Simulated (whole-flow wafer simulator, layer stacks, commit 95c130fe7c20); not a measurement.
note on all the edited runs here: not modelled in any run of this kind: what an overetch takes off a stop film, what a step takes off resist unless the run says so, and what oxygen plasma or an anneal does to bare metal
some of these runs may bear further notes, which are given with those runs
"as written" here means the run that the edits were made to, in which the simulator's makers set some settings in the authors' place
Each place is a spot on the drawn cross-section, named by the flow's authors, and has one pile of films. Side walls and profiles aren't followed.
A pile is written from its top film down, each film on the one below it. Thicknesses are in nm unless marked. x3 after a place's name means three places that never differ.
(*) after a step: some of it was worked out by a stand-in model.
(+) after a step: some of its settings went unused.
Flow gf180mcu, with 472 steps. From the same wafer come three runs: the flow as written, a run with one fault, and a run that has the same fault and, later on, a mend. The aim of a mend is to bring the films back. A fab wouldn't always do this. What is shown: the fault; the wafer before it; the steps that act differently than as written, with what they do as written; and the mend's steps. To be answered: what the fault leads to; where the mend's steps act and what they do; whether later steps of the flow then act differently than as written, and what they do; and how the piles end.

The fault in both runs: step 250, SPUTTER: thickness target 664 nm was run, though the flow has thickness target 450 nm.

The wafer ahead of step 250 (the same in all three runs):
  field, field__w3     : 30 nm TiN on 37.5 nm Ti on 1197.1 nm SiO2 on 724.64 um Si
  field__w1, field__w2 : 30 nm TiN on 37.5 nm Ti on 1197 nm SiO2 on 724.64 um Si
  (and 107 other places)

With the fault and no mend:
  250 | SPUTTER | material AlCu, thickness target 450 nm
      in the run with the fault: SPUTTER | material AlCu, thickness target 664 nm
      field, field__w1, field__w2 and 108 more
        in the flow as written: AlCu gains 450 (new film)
        in the run with the fault: AlCu gains 664 (new film)
  Steps later in the flow that act otherwise than as written:
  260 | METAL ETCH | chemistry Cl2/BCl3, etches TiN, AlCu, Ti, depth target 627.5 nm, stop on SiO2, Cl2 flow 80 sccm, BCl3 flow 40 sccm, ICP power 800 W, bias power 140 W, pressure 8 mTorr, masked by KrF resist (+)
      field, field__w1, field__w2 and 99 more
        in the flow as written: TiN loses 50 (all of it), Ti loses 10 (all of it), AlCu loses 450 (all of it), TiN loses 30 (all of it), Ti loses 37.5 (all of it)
        in the run with the fault: TiN loses 50 (all of it), Ti loses 10 (all of it), AlCu loses 567.5
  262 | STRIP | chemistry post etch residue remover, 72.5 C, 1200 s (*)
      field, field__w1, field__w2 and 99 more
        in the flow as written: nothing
        in the run with the fault: AlCu loses 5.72
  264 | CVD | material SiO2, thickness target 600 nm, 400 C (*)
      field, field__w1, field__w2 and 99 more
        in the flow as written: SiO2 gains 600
        in the run with the fault: SiO2 gains 600 (new film)
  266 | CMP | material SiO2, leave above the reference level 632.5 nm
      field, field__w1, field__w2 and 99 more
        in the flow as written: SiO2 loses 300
        in the run with the fault: SiO2 loses 244.3
  By the end, the piles at field, field__w1, field__w2 and 109 more depart from the flow's by more than 2% or 0.5 nm, whichever is larger.
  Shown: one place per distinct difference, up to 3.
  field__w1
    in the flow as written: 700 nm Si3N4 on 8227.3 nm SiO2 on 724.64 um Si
    in the run with the fault: 700 nm Si3N4 on 7086 nm SiO2 on 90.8 nm AlCu on 30 nm TiN on 37.5 nm Ti on 1197 nm SiO2 on 724.64 um Si
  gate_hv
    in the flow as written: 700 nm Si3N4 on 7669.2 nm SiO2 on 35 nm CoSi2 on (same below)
    in the run with the fault: 700 nm Si3N4 on 7086 nm SiO2 on 90.8 nm AlCu on 30 nm TiN on 37.5 nm Ti on 638.9 nm SiO2 on 35 nm CoSi2 on (same below)
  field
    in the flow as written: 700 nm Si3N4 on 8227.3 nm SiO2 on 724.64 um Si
    in the run with the fault: 700 nm Si3N4 on 7086 nm SiO2 on 90.8 nm AlCu on 30 nm TiN on 37.5 nm Ti on 1197.1 nm SiO2 on 724.64 um Si

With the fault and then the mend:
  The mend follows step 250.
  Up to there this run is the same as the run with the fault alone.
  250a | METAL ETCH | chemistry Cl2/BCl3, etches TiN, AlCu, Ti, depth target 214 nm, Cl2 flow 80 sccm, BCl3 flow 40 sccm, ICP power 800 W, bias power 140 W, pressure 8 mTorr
      field, field__w1, field__w2 and 108 more
        AlCu loses 214
  Later steps of the flow that are run all act as written at every place that is followed.
  The piles end the same as the flow's at every place that both follow.
